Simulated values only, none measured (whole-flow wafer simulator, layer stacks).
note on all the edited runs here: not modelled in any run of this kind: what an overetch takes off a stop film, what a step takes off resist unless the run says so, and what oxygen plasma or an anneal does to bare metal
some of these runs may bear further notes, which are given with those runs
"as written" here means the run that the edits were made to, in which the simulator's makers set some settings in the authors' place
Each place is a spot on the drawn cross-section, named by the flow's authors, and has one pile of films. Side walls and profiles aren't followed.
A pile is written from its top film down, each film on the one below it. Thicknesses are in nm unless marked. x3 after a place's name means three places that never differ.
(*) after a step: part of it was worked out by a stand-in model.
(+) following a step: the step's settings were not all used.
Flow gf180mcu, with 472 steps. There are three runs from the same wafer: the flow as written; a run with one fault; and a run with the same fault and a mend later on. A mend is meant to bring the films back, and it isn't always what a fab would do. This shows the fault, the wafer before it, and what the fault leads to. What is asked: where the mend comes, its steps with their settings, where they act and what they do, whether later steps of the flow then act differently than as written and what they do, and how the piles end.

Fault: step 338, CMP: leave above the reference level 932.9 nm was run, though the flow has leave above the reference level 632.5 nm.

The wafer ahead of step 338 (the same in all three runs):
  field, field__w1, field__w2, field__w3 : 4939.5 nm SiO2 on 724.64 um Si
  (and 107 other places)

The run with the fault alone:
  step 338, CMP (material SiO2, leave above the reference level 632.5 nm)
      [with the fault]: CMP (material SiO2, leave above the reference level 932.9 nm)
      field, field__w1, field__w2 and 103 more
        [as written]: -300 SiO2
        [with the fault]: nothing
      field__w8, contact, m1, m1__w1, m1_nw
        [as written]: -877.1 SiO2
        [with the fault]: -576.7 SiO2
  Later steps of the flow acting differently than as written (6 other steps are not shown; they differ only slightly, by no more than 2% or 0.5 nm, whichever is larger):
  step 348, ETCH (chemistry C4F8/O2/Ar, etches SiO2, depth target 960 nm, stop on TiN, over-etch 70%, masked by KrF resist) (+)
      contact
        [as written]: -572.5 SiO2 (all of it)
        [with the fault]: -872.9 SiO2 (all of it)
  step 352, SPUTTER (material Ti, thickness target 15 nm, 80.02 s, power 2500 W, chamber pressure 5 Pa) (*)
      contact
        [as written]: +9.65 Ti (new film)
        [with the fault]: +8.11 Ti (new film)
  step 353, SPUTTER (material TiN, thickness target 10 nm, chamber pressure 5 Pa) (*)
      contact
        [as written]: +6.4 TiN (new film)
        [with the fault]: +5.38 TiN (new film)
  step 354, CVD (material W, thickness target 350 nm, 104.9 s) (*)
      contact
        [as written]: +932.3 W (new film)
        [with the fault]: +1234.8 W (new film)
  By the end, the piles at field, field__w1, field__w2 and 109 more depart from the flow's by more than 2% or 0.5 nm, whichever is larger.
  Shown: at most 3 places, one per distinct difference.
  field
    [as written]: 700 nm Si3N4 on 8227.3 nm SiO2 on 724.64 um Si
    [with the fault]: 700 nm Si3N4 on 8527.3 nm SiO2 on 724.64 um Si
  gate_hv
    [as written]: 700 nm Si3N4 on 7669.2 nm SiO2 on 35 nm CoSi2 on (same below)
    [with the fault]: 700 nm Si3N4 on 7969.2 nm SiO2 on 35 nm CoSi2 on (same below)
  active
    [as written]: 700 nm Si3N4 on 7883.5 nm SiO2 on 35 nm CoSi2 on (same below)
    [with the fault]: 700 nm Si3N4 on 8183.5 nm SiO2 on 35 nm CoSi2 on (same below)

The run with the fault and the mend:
  After step 338 comes the mend.
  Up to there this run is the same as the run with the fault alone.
  step 338a, CMP (material SiO2, leave above the reference level 632.5 nm) (the flow's step 338 again)
      field, field__w1, field__w2 and 103 more
        -300 SiO2
      field__w8, contact, m1, m1__w1, m1_nw
        -300.4 SiO2
  Every later step of the flow that is run acts as written at every place that is followed.
  At every place that both follow, the piles at the end match the flow's.
